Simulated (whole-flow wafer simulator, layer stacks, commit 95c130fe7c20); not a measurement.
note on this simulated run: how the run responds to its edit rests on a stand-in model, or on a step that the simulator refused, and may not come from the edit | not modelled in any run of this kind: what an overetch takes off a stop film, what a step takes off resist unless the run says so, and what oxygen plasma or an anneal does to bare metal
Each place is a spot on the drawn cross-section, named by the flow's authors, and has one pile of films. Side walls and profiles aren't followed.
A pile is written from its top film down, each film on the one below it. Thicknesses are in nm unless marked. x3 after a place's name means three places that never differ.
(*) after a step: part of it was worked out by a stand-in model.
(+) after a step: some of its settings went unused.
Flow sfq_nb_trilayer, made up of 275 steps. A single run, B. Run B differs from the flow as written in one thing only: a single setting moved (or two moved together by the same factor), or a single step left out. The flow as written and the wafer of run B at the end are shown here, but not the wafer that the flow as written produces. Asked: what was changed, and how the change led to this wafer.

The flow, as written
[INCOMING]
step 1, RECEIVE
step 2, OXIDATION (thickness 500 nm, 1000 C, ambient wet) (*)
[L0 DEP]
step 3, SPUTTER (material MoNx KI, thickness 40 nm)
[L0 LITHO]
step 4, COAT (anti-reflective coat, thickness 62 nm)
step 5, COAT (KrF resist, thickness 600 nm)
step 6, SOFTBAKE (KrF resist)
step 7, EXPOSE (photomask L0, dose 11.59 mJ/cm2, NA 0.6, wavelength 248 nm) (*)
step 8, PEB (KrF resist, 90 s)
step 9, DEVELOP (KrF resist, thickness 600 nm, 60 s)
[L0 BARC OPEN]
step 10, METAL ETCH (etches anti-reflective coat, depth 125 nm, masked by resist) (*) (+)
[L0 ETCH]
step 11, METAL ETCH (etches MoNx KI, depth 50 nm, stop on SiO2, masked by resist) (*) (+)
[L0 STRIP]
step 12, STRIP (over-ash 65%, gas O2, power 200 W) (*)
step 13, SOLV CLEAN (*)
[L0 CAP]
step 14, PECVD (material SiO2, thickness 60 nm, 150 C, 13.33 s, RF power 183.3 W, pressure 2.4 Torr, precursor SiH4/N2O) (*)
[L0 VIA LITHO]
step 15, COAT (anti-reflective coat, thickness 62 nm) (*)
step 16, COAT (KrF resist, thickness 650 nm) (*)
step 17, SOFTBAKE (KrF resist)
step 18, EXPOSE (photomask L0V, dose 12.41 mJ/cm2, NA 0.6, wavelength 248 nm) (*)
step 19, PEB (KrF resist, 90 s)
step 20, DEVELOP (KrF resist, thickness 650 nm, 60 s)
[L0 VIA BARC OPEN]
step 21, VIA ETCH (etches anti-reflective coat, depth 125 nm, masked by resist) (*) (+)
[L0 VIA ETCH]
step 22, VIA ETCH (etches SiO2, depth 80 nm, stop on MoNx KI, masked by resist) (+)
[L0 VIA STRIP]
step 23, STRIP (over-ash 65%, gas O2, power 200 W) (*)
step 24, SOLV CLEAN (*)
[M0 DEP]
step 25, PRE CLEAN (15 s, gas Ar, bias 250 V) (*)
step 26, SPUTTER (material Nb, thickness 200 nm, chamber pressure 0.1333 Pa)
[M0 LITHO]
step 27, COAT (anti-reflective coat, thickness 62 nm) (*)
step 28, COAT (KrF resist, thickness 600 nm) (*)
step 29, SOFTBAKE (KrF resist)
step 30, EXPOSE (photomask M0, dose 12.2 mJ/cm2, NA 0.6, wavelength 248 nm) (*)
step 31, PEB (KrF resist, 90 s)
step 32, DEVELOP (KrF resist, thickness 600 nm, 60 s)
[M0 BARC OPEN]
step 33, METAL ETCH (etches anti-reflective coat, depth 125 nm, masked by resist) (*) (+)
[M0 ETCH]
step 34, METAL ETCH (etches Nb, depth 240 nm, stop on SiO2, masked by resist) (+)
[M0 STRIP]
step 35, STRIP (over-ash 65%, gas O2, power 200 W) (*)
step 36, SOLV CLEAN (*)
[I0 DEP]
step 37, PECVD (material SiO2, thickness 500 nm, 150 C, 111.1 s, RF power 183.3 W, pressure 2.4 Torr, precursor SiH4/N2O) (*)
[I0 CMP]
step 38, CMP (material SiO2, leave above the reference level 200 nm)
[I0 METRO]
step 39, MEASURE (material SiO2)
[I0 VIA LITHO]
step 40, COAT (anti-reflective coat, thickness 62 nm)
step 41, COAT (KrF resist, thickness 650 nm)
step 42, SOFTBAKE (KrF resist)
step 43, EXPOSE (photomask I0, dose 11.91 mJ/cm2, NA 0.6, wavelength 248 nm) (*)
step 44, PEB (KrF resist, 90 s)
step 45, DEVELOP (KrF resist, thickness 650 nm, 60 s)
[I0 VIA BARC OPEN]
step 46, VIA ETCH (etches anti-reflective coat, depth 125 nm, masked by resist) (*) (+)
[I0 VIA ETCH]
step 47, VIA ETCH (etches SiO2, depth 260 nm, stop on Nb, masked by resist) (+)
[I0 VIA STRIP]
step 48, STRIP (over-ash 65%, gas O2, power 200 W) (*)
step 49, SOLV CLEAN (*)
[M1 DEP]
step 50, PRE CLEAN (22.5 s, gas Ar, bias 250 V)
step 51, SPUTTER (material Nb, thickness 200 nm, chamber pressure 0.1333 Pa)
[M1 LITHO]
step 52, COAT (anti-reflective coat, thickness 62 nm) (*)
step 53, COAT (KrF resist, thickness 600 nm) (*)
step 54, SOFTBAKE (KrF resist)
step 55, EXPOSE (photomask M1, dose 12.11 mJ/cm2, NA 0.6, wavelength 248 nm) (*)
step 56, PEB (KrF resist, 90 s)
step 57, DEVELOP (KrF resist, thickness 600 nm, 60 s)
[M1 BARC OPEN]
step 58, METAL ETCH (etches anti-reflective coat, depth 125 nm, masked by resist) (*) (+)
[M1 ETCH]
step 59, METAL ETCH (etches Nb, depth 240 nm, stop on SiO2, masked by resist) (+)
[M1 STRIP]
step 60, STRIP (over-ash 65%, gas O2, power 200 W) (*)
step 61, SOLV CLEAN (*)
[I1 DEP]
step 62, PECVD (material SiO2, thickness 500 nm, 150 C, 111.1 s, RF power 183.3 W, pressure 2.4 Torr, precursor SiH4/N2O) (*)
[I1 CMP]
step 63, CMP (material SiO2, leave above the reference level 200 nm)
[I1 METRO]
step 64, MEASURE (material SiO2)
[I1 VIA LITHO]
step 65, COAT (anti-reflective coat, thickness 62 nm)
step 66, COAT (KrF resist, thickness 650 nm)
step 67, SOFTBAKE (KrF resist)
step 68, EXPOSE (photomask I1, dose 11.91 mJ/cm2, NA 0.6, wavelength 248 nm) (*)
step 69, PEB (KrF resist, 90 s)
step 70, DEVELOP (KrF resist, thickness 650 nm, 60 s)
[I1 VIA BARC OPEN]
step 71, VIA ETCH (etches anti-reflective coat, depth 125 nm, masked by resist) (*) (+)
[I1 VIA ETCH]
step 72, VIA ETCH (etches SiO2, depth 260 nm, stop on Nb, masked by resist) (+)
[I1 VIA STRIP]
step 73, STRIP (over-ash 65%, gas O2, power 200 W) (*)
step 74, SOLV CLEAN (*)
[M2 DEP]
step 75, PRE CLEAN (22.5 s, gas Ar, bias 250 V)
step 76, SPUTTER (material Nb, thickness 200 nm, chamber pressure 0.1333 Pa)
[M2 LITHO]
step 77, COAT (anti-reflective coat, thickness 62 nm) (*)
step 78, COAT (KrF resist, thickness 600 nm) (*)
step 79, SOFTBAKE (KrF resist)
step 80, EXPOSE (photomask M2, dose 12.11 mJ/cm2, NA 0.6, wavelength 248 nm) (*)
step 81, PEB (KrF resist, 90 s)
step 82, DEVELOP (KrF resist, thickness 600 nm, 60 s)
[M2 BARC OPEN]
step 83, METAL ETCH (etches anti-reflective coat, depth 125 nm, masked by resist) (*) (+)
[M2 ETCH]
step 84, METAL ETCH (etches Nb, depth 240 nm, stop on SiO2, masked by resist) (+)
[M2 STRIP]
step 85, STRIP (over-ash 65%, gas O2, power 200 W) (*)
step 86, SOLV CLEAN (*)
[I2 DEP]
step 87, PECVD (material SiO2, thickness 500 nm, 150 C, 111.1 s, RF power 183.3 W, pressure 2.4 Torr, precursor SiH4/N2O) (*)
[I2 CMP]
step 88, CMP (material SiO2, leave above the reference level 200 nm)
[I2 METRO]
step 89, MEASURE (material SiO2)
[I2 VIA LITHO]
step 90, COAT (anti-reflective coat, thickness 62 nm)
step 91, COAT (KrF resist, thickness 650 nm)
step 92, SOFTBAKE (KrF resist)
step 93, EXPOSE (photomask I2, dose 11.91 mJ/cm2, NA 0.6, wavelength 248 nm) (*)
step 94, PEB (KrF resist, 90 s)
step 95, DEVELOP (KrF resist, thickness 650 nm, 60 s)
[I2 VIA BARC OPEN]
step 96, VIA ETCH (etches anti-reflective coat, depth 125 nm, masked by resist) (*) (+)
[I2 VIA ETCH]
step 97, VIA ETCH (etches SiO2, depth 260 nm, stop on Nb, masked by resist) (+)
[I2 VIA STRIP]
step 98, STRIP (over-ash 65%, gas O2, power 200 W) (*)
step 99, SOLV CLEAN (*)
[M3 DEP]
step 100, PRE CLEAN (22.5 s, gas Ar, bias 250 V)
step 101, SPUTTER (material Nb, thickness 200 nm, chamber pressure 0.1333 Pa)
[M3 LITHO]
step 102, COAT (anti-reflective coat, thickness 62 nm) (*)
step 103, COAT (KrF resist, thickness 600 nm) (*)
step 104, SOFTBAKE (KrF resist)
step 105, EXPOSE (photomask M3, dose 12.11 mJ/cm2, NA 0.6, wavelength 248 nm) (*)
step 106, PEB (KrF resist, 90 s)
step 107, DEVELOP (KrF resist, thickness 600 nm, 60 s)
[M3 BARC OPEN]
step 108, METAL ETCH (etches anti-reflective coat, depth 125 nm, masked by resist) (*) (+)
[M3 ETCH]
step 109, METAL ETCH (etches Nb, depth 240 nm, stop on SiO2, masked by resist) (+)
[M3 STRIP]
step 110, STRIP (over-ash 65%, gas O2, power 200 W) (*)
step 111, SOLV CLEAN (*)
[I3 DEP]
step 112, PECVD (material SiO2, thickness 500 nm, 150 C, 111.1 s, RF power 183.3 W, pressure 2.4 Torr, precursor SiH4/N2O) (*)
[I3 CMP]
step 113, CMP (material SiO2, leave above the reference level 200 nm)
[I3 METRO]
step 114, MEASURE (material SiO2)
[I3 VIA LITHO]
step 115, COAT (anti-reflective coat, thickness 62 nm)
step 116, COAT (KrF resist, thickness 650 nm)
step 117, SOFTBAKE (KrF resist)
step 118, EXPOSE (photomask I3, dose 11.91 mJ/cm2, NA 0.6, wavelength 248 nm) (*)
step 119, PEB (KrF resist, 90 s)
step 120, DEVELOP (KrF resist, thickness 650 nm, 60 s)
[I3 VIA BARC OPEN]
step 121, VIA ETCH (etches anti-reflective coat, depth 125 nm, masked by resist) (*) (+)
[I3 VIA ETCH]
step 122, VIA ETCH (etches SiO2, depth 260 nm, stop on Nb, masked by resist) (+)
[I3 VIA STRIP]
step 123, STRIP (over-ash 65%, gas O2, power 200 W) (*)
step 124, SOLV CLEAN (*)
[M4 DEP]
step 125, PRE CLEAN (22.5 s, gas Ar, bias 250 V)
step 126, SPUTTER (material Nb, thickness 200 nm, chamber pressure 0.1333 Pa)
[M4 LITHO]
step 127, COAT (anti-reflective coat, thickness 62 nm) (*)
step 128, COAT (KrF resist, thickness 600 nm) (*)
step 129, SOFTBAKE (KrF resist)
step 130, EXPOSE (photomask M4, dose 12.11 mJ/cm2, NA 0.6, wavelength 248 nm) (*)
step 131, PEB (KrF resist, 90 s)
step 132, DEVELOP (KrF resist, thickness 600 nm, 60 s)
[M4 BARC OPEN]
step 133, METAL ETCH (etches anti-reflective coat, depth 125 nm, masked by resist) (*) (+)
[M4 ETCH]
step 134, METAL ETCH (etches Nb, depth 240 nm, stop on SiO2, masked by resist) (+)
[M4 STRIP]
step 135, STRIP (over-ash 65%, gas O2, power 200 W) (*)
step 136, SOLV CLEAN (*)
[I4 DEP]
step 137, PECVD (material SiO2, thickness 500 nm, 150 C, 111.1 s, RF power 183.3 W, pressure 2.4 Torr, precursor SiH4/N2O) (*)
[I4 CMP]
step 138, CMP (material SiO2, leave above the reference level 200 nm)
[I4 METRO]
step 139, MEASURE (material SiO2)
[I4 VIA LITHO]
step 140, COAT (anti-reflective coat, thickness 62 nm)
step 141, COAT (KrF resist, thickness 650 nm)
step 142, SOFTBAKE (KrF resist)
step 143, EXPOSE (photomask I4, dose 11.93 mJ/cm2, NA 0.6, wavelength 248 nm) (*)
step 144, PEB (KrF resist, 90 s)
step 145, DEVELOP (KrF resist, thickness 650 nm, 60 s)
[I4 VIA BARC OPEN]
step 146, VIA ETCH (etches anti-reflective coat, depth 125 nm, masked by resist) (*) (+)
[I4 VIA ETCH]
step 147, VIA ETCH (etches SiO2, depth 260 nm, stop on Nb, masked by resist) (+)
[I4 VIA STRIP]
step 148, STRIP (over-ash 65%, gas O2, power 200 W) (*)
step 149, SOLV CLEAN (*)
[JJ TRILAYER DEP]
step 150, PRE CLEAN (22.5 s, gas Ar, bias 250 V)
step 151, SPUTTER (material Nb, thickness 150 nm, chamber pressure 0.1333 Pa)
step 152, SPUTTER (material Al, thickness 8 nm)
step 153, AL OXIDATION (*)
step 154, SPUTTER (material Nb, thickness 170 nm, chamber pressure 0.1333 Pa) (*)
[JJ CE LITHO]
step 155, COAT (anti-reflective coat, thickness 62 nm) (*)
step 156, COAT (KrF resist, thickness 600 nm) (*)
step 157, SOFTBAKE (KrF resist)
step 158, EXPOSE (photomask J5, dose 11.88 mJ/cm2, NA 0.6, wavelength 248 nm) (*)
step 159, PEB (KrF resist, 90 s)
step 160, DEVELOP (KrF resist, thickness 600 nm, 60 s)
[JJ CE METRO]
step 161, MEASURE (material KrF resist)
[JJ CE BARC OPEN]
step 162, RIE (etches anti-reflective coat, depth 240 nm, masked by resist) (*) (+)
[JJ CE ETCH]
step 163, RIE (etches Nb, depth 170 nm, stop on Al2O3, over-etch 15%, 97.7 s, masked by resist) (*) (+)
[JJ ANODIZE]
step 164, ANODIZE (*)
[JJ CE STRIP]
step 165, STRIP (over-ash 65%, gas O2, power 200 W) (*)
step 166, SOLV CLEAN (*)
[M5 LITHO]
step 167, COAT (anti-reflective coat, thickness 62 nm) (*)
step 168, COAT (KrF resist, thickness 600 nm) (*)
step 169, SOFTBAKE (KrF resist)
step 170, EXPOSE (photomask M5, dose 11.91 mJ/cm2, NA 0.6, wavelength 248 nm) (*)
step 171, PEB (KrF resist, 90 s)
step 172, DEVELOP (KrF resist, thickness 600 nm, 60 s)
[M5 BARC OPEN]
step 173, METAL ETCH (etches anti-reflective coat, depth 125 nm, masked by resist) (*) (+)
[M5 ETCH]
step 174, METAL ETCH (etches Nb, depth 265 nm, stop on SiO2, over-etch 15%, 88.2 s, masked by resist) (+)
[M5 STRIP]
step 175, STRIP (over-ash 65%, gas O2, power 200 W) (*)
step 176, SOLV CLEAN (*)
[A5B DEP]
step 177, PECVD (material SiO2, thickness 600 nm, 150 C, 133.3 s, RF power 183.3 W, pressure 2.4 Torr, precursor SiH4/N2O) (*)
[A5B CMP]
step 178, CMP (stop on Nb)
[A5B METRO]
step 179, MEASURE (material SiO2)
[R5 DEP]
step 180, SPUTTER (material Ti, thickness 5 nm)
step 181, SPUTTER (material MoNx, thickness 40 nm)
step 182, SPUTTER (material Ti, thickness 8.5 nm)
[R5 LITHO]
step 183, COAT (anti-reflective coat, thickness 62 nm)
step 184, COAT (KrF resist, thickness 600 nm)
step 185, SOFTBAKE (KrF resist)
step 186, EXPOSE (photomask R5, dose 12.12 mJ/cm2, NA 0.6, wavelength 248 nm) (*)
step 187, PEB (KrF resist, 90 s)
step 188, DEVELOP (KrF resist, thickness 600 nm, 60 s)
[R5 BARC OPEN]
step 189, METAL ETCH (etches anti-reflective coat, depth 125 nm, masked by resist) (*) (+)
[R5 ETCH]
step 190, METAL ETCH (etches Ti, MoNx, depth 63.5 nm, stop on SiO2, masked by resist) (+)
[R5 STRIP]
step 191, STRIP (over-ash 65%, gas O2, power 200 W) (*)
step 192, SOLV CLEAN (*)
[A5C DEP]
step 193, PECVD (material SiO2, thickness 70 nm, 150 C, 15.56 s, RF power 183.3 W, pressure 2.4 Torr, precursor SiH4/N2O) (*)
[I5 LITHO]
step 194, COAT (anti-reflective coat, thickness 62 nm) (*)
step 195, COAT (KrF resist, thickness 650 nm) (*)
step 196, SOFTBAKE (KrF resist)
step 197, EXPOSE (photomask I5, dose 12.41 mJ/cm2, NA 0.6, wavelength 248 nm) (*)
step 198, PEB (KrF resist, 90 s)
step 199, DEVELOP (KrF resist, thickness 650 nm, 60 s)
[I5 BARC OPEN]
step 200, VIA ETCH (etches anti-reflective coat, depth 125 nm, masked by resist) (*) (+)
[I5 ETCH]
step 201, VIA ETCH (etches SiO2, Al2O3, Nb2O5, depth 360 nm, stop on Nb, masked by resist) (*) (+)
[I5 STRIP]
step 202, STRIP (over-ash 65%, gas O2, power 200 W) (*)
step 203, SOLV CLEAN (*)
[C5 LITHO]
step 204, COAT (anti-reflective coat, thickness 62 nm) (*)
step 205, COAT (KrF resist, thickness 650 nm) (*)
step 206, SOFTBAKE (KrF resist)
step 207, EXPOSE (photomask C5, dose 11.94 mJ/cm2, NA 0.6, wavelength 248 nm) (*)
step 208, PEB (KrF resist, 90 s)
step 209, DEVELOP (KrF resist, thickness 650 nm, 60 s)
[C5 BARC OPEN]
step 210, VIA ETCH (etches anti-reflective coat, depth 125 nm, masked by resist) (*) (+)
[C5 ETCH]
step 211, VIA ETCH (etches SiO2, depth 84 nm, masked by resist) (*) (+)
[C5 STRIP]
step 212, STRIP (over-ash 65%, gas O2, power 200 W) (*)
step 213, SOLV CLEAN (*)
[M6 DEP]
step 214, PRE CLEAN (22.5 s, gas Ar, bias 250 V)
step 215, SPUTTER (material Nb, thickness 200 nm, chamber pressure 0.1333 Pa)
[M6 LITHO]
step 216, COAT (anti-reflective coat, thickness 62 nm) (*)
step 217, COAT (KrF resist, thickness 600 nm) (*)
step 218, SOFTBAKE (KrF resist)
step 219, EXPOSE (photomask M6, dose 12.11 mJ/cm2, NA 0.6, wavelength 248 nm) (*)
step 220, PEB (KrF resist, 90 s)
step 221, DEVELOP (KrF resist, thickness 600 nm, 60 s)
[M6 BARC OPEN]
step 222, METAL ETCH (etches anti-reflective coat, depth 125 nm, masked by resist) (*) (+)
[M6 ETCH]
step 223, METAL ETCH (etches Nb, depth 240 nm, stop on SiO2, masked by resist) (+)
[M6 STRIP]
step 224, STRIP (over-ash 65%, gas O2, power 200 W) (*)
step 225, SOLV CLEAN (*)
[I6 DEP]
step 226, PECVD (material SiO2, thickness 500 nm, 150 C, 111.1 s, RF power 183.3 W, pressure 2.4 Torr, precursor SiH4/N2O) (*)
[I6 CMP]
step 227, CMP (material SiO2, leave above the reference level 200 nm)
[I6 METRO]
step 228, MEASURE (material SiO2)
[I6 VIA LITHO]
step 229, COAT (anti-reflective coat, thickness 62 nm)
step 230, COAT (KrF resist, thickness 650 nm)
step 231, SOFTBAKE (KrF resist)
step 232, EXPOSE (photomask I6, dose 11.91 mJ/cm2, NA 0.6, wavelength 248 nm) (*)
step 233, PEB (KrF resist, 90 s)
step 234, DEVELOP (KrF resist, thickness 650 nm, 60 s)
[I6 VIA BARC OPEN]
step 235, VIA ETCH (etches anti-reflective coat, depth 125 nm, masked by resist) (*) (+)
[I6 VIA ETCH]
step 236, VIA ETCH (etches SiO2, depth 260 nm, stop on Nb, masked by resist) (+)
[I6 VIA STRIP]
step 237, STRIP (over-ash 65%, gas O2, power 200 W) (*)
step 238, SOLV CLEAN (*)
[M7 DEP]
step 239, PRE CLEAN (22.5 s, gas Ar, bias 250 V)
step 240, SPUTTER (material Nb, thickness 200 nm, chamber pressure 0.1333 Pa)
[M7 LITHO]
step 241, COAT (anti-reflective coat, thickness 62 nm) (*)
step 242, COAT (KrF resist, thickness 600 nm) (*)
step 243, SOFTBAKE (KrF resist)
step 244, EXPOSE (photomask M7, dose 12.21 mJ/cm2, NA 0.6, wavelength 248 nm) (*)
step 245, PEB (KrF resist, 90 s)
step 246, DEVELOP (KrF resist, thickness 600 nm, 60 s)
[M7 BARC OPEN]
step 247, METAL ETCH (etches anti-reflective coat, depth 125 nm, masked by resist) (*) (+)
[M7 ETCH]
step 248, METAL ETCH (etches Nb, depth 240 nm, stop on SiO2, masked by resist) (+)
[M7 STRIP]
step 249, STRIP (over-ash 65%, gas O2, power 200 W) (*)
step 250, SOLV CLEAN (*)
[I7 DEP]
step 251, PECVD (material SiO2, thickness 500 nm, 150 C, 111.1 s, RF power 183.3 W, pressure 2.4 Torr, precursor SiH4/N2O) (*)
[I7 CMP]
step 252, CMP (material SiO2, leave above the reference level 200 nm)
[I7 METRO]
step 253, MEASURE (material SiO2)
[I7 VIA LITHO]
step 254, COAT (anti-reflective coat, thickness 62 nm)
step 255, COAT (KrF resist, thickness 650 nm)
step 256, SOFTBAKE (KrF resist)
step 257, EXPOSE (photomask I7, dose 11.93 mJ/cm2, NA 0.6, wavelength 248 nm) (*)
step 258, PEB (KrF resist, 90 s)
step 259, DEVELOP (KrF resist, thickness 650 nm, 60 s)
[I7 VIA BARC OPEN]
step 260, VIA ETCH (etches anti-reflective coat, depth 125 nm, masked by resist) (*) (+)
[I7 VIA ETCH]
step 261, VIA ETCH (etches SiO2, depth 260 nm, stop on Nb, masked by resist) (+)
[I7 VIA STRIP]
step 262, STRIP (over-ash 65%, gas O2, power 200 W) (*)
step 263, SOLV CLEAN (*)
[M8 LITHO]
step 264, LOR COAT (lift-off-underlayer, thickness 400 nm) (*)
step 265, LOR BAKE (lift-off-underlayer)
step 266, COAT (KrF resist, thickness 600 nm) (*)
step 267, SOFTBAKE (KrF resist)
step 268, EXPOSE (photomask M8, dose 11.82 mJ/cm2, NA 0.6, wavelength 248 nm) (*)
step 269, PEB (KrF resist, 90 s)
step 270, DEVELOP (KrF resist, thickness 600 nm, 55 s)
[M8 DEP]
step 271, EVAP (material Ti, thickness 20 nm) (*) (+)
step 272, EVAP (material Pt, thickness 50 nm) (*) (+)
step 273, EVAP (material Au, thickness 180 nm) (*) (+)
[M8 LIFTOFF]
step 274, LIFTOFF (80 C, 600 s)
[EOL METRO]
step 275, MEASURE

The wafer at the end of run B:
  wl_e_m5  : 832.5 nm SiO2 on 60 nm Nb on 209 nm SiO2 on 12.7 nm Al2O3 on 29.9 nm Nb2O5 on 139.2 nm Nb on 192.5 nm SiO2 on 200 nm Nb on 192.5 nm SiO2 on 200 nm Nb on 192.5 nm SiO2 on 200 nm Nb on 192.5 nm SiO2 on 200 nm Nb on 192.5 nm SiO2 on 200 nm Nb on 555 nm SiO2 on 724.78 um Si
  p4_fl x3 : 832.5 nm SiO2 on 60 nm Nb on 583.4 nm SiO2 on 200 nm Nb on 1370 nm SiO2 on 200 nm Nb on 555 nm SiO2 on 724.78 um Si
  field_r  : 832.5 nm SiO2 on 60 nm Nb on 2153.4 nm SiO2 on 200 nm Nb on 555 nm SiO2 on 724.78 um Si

What caused this: step 215, SPUTTER: thickness 300 nm was run, whereas the flow has thickness 200 nm.

Step by step, how the change led to this:
  step 215, SPUTTER (material Nb, thickness 200 nm, chamber pressure 0.1333 Pa)
      field_l, v_sur, via_wl and 100 more: +300 Nb (new film) (in the flow as written it would be: +200 Nb (new film))
      be: +219.4 Nb (in the flow as written it would be: +147.3 Nb)
      (and at 2 other places as well)
  step 216, COAT (anti-reflective coat, thickness 62 nm) (*)
      be: +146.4 anti-reflective coat (new film) (in the flow as written it would be: +136.7 anti-reflective coat (new film))
      be_sur: +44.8 anti-reflective coat (new film) (in the flow as written it would be: +43.8 anti-reflective coat (new film))
      (and at 2 other places as well)
  step 223, METAL ETCH (etches Nb, depth 240 nm, stop on SiO2, masked by resist) (+)
      field_l, gap, moat and 76 more: -240 Nb (in the flow as written it would be: -200 Nb (all of it))
  step 224, STRIP (over-ash 65%, gas O2, power 200 W) (*)
      be: -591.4 KrF resist (all of it), -146.4 anti-reflective coat (all of it) (in the flow as written it would be: -575.8 KrF resist (all of it), -136.7 anti-reflective coat (all of it))
      be_sur: -368.7 KrF resist (all of it), -44.8 anti-reflective coat (all of it) (in the flow as written it would be: -371.2 KrF resist (all of it), -43.8 anti-reflective coat (all of it))
      (and at 2 other places as well)
  step 226, PECVD (material SiO2, thickness 500 nm, 150 C, 111.1 s, RF power 183.3 W, pressure 2.4 Torr, precursor SiH4/N2O) (*)
      field_l, p4_fl x3, p4_w1 x9 and 52 more: +500 SiO2 (new film) (in the flow as written it would be: +500 SiO2)
      moat, field_r, lsp_l, ln_m5, lsp_m: +492.3 SiO2 (new film) (in the flow as written it would be: +493.6 SiO2)
      (and at 10 other places as well)
  step 227, CMP (material SiO2, leave above the reference level 200 nm)
      field_l, p4_fl x3, p4_w1 x9 and 49 more: -60 SiO2 (in the flow as written it would be: -100 SiO2)
      moat, field_r, lsp_l, ln_m5, lsp_m: -52.3 SiO2 (in the flow as written it would be: -93.6 SiO2)
      (and at 9 other places as well)
If metal films that touch count as one body, wl_e_m5 has 7 bodies (between them, from the top down: SiO2 209 / Al2O3 12.7 / Nb2O5 29.9; SiO2 192.5; SiO2 192.5; SiO2 192.5; SiO2 192.5; SiO2 192.5); the flow as written gives 6 bodies (between them, from the top down: SiO2 192.5; SiO2 192.5; SiO2 192.5; SiO2 192.5; SiO2 192.5).
If metal films that touch count as one body, p4_fl x3 has 3 bodies (between them, from the top down: SiO2 583.4; SiO2 1370); the flow as written gives 2 bodies (between them, from the top down: SiO2 1370).
If metal films that touch count as one body, field_r has 2 bodies (between them, from the top down: SiO2 2153.4); the flow as written gives 1 body.
